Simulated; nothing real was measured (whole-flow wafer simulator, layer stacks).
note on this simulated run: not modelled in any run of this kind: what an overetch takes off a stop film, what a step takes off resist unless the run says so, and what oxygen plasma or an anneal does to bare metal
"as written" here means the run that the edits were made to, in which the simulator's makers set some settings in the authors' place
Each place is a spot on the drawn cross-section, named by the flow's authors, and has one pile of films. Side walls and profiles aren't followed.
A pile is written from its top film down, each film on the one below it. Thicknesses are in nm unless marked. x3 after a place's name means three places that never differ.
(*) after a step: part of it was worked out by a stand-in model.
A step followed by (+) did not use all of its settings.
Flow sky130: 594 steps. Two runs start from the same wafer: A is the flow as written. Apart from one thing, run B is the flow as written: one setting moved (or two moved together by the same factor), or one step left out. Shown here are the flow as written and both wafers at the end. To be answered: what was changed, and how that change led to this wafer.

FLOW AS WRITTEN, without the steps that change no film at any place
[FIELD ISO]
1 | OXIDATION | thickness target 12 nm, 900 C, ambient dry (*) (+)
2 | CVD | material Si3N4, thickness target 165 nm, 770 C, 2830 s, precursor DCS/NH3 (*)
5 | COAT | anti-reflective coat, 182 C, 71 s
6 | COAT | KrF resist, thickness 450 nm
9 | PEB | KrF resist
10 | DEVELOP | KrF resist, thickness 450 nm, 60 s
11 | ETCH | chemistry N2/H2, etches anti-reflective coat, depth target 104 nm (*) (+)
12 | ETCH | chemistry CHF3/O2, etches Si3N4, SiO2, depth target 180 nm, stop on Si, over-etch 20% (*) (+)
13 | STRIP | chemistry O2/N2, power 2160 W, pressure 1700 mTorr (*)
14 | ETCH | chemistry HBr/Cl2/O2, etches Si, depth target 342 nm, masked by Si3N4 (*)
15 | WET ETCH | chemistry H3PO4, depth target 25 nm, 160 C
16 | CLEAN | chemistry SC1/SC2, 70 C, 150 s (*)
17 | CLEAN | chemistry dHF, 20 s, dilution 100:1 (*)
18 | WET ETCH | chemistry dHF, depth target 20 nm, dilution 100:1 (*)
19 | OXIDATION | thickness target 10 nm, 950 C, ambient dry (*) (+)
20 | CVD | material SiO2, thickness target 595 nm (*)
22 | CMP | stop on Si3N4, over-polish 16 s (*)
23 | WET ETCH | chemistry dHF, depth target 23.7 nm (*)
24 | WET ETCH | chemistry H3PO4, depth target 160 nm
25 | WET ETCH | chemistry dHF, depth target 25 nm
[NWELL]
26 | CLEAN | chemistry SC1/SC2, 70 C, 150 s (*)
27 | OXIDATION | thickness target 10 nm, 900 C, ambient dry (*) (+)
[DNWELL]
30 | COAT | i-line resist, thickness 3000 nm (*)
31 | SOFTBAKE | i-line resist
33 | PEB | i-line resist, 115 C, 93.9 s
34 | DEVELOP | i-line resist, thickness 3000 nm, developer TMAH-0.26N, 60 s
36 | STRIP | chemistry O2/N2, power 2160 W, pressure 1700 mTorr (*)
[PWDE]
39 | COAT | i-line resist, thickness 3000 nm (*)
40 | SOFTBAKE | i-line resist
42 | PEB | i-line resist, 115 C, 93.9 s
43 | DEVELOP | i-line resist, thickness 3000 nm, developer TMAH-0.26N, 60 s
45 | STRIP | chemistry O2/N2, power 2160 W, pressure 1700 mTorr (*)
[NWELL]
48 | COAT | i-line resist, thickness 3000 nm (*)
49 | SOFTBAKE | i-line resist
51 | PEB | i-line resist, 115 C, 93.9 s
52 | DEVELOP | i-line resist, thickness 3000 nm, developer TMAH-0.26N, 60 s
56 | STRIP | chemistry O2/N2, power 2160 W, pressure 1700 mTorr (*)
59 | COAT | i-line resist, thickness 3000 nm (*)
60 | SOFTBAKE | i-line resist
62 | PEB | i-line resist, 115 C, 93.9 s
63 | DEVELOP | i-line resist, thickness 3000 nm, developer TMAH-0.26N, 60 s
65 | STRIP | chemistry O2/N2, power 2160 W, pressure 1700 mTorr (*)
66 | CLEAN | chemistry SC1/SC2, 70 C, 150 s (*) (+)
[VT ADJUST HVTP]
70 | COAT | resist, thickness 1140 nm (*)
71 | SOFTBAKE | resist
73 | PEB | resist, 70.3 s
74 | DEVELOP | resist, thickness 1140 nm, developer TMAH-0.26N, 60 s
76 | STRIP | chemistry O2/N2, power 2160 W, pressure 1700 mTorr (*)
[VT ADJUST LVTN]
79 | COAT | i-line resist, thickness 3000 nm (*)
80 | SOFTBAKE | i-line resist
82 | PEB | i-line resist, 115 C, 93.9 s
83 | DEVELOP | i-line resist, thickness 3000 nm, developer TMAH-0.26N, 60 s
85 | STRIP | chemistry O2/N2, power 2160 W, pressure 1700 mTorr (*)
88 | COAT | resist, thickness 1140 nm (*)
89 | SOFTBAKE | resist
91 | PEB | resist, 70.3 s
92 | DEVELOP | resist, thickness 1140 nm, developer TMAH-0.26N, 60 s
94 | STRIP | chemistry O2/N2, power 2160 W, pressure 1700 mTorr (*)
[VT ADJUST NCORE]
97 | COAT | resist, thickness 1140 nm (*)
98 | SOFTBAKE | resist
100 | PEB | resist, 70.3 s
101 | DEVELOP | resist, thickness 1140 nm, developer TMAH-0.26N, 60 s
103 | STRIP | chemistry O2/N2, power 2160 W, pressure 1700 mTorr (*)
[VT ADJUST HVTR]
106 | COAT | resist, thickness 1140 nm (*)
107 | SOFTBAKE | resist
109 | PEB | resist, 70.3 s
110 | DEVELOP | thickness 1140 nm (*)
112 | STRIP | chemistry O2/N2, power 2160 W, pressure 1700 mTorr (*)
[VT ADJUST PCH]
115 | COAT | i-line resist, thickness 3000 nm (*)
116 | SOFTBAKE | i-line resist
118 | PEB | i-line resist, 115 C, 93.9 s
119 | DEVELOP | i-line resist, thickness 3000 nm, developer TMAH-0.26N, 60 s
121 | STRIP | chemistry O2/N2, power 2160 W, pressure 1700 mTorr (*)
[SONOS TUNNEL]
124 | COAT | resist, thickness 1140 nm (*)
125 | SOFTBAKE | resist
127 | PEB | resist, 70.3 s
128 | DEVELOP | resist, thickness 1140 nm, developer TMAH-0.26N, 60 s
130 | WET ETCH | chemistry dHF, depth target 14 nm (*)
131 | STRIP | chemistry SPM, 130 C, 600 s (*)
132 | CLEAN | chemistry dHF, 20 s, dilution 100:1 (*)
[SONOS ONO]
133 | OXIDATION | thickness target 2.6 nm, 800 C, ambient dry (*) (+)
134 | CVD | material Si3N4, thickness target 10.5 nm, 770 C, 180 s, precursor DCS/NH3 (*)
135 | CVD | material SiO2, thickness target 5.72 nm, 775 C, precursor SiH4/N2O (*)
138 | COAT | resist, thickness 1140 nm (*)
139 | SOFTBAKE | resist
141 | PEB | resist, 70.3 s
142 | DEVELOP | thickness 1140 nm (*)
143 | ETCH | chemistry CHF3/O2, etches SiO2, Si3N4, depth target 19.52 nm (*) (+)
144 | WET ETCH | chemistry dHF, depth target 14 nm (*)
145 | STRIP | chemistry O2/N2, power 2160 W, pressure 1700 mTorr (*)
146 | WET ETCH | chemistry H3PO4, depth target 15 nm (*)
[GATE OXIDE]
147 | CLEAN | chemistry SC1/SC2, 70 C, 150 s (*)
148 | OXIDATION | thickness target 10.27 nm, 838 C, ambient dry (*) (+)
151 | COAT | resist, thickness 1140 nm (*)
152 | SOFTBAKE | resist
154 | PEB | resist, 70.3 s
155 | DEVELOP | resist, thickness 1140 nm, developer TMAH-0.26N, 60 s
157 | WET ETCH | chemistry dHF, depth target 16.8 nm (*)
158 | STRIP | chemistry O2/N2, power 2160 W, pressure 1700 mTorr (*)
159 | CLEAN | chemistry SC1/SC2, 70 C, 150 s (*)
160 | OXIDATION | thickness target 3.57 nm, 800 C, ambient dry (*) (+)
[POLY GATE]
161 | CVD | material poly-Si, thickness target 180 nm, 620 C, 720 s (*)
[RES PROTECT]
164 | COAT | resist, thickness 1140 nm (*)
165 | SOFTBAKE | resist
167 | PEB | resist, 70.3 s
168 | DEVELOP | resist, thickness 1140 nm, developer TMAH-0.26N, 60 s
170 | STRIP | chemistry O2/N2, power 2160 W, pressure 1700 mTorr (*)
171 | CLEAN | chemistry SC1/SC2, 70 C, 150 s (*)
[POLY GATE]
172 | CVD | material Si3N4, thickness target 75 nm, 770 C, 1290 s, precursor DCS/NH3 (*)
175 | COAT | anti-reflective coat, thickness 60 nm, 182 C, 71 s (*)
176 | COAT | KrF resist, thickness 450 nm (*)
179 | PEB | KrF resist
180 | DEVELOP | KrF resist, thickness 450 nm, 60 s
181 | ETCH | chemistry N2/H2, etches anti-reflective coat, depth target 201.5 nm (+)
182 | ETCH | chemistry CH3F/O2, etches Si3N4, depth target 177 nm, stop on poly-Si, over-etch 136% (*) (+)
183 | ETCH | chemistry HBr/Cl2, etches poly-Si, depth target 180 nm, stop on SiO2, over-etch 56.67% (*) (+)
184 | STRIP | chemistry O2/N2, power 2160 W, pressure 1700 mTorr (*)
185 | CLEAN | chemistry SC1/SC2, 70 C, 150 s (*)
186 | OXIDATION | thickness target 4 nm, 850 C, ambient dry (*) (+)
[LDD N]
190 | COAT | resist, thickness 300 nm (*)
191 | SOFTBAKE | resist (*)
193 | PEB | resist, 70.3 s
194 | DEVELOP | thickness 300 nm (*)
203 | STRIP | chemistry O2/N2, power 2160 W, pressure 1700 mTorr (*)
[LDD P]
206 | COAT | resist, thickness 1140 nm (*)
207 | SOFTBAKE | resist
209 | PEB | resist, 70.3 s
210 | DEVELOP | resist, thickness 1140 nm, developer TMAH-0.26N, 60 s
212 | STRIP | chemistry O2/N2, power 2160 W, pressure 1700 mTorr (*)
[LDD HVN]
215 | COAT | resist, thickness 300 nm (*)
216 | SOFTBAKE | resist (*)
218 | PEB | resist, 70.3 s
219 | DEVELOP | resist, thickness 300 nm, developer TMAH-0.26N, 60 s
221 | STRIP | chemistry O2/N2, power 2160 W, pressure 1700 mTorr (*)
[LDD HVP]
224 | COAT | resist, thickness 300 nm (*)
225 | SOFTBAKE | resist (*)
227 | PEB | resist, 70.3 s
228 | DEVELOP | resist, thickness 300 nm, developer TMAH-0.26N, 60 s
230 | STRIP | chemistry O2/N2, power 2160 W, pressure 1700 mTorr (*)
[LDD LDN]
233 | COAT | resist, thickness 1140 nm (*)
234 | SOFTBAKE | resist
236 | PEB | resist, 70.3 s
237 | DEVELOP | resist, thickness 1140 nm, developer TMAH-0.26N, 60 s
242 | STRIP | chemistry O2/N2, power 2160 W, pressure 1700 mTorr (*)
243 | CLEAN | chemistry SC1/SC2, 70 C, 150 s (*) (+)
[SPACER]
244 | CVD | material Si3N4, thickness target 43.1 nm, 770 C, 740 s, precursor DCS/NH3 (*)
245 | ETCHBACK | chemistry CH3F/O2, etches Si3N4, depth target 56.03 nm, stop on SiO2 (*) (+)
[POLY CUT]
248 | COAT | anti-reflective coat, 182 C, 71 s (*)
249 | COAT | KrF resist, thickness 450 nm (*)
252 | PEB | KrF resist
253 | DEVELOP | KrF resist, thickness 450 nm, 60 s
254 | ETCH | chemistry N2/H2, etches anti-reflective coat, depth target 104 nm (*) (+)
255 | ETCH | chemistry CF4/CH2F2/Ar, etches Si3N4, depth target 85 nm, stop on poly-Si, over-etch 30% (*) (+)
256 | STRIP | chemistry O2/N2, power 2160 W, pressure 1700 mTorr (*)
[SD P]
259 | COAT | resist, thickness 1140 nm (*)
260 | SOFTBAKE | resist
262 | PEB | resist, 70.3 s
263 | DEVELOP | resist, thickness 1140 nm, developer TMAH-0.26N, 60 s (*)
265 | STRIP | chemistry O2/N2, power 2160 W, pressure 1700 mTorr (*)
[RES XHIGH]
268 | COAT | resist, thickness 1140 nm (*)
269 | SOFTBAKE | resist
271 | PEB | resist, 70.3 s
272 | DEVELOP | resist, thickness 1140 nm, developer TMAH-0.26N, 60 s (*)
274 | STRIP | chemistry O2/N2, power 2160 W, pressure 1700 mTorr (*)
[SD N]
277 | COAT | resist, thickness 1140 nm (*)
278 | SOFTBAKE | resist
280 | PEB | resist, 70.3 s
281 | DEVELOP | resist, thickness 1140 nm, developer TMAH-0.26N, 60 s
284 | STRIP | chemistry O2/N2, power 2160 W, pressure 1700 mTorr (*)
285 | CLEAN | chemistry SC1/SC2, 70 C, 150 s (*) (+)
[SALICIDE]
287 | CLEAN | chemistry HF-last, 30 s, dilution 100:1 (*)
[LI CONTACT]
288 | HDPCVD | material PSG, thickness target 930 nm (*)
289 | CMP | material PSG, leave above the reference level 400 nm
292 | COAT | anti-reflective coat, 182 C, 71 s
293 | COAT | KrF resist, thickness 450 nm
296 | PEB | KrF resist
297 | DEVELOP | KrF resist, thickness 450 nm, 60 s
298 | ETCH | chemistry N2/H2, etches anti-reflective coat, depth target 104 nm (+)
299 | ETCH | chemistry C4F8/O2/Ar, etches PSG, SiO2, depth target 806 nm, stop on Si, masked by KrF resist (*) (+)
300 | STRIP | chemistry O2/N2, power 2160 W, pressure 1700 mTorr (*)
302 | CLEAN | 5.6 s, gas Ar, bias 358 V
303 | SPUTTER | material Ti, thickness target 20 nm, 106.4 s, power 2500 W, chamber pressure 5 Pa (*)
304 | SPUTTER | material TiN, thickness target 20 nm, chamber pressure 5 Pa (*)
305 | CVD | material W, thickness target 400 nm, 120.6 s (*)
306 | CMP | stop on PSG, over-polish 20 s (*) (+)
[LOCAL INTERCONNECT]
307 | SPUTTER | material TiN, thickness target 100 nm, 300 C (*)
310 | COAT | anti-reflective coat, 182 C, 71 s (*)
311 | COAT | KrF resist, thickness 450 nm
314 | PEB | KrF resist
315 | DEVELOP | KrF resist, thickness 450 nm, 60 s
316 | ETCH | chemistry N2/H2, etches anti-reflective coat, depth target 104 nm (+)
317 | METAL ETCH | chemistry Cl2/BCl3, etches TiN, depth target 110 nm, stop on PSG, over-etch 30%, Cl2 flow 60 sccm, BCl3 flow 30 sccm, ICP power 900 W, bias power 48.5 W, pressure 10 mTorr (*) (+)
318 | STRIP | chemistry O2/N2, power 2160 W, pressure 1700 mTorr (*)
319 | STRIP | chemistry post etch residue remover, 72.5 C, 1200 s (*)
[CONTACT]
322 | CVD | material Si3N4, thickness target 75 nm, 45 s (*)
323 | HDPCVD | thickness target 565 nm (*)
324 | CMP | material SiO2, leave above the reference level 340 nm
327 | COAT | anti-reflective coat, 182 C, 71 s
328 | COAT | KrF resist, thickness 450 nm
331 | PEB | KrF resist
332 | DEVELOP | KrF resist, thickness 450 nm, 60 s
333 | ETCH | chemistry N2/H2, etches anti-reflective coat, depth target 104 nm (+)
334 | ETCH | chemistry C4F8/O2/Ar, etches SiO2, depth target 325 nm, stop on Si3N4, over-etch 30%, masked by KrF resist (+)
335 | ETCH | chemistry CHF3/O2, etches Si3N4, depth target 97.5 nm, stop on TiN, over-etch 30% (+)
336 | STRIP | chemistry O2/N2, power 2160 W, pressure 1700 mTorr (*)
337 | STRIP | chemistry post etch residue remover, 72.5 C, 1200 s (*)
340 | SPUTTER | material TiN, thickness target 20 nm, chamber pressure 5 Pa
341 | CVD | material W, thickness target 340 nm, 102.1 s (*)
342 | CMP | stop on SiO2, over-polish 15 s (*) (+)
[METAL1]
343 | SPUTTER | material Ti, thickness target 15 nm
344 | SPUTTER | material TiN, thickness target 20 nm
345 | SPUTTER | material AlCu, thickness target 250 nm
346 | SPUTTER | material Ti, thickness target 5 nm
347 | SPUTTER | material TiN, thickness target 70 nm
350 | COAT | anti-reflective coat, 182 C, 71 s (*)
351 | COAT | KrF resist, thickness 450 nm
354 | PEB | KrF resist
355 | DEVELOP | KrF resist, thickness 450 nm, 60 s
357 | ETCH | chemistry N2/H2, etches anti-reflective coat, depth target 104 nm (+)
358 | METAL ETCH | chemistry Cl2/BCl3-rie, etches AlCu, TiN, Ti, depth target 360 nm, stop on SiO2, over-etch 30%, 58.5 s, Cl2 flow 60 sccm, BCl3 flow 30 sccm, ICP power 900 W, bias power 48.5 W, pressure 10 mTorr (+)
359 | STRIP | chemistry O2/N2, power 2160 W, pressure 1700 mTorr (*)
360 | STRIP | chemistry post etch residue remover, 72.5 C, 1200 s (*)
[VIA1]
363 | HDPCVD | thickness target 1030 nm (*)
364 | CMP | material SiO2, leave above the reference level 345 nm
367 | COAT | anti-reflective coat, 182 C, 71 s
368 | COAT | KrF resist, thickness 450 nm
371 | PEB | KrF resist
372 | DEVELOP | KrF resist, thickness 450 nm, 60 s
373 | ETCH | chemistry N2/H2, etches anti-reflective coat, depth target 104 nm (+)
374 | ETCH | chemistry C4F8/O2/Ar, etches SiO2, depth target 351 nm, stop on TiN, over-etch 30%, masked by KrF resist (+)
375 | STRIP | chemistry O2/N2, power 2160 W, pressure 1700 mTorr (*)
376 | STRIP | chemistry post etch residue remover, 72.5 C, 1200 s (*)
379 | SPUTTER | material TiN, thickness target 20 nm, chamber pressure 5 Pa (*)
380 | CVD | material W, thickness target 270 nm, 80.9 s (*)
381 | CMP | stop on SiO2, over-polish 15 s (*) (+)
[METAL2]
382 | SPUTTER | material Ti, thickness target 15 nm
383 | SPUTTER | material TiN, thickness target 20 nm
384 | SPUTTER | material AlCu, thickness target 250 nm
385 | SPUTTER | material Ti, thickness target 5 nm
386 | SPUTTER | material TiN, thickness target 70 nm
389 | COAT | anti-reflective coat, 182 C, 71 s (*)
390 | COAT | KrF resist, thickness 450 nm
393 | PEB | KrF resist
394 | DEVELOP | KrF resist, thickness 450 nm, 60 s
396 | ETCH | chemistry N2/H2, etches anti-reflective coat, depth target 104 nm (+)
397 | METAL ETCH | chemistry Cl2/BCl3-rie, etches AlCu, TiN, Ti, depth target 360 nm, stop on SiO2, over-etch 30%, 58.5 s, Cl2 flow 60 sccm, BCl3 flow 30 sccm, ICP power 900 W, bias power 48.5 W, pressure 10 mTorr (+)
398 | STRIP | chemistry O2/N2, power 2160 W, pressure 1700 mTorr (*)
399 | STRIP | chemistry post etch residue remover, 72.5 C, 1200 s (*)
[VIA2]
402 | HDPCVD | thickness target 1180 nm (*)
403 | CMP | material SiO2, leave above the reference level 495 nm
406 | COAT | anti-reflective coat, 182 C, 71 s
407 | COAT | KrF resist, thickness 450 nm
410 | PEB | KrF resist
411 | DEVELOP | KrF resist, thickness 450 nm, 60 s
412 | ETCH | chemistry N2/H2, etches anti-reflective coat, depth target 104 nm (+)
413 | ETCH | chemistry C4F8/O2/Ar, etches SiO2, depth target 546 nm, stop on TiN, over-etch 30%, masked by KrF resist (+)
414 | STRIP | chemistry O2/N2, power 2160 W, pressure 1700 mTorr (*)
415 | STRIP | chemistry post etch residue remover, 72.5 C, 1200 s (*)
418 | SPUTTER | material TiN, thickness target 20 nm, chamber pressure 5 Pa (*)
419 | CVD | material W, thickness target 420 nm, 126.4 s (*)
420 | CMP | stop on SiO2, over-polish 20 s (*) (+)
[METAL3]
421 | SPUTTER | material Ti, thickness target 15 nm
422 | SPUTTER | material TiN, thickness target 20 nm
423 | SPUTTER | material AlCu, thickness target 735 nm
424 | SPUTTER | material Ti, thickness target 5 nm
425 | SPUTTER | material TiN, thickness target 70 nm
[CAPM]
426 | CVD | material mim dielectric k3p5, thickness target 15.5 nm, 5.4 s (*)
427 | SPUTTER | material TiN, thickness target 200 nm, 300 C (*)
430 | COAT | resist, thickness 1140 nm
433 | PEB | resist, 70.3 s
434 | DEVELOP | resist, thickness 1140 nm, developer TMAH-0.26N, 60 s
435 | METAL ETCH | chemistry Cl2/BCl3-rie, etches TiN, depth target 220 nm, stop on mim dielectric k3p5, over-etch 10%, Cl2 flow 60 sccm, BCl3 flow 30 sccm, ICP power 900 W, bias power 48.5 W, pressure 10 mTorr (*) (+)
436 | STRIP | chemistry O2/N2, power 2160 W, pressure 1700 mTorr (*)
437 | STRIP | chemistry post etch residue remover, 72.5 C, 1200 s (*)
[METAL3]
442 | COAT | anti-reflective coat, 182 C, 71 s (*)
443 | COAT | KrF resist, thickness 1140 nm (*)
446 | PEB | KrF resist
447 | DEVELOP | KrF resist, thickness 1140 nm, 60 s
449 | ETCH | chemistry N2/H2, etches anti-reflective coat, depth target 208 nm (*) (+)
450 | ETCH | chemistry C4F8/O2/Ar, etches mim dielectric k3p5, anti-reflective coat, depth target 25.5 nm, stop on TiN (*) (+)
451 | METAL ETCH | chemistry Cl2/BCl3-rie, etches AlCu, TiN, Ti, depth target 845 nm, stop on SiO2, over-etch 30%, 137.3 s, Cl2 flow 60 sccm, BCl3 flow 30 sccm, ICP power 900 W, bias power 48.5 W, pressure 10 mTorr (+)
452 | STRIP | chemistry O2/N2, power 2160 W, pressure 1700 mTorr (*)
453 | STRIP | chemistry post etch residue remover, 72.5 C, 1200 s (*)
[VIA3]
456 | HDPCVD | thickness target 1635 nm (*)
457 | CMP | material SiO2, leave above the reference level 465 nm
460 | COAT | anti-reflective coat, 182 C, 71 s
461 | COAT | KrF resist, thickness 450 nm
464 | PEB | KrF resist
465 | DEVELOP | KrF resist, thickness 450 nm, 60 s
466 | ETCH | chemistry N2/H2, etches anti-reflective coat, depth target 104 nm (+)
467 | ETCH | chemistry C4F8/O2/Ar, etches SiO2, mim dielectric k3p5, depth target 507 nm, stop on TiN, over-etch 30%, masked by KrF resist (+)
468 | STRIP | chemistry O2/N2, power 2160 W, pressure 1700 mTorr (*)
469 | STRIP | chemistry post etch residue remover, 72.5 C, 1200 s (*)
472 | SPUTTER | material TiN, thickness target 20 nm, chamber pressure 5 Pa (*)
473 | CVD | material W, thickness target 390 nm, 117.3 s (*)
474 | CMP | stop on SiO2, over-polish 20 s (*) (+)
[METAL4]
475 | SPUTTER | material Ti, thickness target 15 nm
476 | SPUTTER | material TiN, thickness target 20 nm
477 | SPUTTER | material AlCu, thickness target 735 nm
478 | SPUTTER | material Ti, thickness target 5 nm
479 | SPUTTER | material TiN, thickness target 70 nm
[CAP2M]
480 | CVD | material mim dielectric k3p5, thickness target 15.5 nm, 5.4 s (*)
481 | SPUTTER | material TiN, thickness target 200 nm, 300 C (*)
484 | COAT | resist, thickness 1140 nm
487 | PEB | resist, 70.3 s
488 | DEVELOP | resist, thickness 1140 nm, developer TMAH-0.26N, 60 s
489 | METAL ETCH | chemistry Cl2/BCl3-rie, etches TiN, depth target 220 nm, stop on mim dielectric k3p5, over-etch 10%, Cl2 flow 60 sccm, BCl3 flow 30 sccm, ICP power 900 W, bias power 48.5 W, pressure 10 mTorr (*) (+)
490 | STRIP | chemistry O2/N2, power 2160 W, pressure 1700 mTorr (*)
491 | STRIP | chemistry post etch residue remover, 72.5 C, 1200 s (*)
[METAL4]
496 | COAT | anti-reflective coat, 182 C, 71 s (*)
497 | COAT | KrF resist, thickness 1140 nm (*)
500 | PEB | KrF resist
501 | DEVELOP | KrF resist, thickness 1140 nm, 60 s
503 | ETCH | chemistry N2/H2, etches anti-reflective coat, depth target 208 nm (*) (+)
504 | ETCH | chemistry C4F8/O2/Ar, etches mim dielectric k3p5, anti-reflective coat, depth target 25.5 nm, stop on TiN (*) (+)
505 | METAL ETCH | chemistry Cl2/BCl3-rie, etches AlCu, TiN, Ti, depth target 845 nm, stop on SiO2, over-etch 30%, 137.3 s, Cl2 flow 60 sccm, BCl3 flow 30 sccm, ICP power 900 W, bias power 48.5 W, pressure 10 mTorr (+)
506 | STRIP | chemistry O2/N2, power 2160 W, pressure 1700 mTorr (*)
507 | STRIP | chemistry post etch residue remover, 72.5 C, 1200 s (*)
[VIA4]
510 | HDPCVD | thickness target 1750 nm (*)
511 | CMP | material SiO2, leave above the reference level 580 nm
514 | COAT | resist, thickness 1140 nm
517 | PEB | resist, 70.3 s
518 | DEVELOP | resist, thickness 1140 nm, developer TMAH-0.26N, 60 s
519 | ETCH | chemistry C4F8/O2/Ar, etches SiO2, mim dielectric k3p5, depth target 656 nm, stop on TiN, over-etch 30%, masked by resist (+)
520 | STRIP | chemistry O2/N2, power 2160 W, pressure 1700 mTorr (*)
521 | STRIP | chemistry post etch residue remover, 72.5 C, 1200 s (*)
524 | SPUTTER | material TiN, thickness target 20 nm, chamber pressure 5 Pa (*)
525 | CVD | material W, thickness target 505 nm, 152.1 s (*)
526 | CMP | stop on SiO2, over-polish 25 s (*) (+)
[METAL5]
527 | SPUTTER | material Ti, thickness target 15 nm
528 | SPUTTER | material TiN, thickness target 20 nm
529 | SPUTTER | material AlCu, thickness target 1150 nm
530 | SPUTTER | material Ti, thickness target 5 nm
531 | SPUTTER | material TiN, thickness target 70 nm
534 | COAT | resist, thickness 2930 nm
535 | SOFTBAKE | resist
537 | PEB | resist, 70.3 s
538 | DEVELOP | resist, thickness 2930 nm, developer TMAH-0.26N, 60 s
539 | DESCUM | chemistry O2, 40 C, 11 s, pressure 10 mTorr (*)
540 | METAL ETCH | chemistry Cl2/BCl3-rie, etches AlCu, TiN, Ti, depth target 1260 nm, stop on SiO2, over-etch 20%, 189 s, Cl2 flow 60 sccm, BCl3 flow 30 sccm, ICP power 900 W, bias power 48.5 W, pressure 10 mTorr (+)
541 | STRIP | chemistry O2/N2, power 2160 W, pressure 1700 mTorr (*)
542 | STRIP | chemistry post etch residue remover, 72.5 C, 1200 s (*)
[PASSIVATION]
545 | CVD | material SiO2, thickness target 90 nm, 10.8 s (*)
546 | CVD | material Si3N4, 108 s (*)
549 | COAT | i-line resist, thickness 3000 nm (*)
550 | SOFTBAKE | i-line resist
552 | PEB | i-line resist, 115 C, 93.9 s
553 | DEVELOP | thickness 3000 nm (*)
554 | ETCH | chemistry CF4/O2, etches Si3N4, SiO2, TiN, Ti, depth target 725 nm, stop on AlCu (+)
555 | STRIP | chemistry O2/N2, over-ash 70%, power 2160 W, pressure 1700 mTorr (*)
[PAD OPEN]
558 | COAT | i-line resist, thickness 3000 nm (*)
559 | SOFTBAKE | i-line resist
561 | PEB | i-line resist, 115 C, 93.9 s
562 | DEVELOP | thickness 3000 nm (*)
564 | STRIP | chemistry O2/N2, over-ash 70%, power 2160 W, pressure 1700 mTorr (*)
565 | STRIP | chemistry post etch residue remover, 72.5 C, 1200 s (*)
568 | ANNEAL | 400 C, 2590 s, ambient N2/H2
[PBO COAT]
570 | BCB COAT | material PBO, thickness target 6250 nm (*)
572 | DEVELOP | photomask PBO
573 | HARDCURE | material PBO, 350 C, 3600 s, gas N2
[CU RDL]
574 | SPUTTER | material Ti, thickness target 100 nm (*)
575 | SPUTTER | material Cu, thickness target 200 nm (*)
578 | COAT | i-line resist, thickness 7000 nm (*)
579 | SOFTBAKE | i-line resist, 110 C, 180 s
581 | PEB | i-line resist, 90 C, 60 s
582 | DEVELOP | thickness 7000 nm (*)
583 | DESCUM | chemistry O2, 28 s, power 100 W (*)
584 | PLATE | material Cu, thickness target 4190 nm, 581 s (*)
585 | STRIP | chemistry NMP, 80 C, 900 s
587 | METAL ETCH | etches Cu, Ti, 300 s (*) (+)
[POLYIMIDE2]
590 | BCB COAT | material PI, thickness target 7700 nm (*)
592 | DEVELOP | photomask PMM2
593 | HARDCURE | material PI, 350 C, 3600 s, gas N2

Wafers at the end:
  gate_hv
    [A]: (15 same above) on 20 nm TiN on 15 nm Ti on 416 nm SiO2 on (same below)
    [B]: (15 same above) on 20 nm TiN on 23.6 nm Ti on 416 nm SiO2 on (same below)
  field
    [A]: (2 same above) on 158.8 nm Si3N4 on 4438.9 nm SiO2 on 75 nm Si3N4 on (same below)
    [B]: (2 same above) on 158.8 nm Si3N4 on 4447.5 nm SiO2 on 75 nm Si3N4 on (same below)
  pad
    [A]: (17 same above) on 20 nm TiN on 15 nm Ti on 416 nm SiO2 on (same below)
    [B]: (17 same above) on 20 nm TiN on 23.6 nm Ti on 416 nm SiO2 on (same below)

The reason: step 421, SPUTTER: thickness target 23.6 nm was run, while the flow as written has thickness target 15 nm.
The wafer itself shows it: gate_hv has Ti 23.6, and step 421 as written asks for 15 nm.

How this came from the change, step by step:
  421 | SPUTTER | material Ti, thickness target 15 nm
      field, active, n_well and 188 more: A +15 Ti (new film) | B +23.6 Ti (new film)
  451 | METAL ETCH | chemistry Cl2/BCl3-rie, etches AlCu, TiN, Ti, depth target 845 nm, stop on SiO2, over-etch 30%, 137.3 s, Cl2 flow 60 sccm, BCl3 flow 30 sccm, ICP power 900 W, bias power 48.5 W, pressure 10 mTorr (+)
      field, gate, spacer and 68 more: A -70 TiN (all of it), -5 Ti (all of it), -735 AlCu (all of it), -20 TiN (all of it), -15 Ti (all of it), -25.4 SiO2 | B -70 TiN (all of it), -5 Ti (all of it), -735 AlCu (all of it), -20 TiN (all of it), -23.6 Ti (all of it), -24.5 SiO2
      active, vpp_ln, vpp_iso2 and 11 more: A -70 TiN (all of it), -5 Ti (all of it), -735 AlCu (all of it), -20 TiN (all of it), -15 Ti (all of it), -25.3 SiO2 | B -70 TiN (all of it), -5 Ti (all of it), -735 AlCu (all of it), -20 TiN (all of it), -23.6 Ti (all of it), -24.5 SiO2
  457 | CMP | material SiO2, leave above the reference level 465 nm
      field, active, gate and 82 more: A -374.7 SiO2 | B -366.9 SiO2
